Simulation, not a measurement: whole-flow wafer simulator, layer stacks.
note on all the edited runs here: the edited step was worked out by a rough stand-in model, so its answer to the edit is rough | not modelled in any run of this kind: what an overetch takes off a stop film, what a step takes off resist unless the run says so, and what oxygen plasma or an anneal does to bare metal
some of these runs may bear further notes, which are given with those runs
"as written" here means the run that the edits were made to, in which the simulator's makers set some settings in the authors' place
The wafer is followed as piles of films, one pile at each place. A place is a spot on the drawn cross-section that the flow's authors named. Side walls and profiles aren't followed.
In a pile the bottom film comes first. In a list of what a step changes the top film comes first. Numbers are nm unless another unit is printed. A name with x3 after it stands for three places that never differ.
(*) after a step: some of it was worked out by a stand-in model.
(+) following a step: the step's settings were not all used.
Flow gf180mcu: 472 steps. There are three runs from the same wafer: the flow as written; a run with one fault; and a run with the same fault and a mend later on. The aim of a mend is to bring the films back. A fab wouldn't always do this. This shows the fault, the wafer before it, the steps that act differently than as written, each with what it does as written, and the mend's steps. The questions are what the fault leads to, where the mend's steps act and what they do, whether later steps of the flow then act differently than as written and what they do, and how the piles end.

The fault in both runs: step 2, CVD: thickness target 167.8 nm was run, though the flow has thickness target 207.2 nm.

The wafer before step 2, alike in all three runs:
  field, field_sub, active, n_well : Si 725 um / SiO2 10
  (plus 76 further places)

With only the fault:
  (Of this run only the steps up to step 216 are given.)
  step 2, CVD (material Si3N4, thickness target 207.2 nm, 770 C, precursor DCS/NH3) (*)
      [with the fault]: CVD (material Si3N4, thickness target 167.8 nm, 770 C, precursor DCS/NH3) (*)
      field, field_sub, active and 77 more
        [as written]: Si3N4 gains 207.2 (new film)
        [with the fault]: Si3N4 gains 167.8 (new film)
  Steps further on in the flow that do not act as written (32 other steps are not shown; they differ only slightly, by no more than 2% or 0.5 nm, whichever is larger):
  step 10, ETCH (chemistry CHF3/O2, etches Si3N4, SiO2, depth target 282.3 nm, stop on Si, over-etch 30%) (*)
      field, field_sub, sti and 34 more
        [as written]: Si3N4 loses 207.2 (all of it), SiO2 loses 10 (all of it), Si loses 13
        [with the fault]: Si3N4 loses 167.8 (all of it), SiO2 loses 10 (all of it), Si loses 20.9
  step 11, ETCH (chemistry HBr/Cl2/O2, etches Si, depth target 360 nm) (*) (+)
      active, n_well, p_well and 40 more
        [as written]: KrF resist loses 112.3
        [with the fault]: KrF resist loses 109.7
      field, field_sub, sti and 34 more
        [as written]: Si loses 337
        [with the fault]: Si loses 329.1
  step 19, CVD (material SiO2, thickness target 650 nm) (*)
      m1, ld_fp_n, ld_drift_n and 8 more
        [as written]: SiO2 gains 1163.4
        [with the fault]: SiO2 gains 1124
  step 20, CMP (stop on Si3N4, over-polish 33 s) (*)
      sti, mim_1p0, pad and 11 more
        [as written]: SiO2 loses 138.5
        [with the fault]: SiO2 loses 177.8
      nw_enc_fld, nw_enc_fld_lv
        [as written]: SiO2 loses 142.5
        [with the fault]: SiO2 loses 181.9
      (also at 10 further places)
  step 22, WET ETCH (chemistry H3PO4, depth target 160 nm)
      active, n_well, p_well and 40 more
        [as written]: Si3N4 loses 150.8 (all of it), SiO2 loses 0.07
        [with the fault]: Si3N4 loses 111.4 (all of it), SiO2 loses 0.38
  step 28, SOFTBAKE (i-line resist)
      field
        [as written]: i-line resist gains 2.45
        [with the fault]: i-line resist loses 0.38
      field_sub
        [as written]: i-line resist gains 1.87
        [with the fault]: i-line resist loses 0.3
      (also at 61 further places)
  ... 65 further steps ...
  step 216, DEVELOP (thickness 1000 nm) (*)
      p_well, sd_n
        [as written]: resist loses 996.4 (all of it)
        [with the fault]: resist loses 957.4 (all of it)
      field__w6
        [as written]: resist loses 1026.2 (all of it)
        [with the fault]: resist loses 1075.2 (all of it)
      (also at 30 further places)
  After step 216, at field, field__w1, field__w2 and 67 more, the piles differ from the flow's by more than 2% or 0.5 nm, whichever is larger.
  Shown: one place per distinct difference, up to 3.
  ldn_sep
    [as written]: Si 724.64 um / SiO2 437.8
    [with the fault]: Si 724.64 um / SiO2 398.7
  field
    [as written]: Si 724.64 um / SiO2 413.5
    [with the fault]: Si 724.64 um / SiO2 374.4
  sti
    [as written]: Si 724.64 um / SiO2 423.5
    [with the fault]: Si 724.64 um / SiO2 384.4

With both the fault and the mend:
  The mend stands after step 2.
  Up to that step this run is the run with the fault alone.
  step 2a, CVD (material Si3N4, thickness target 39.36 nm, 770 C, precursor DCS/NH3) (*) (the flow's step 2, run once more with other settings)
      field, field_sub, active and 77 more
        Si3N4 gains 39.4
  Later steps of the flow that are run all act as written at every place that is followed.
  At every place that both follow, the piles at the end match the flow's.
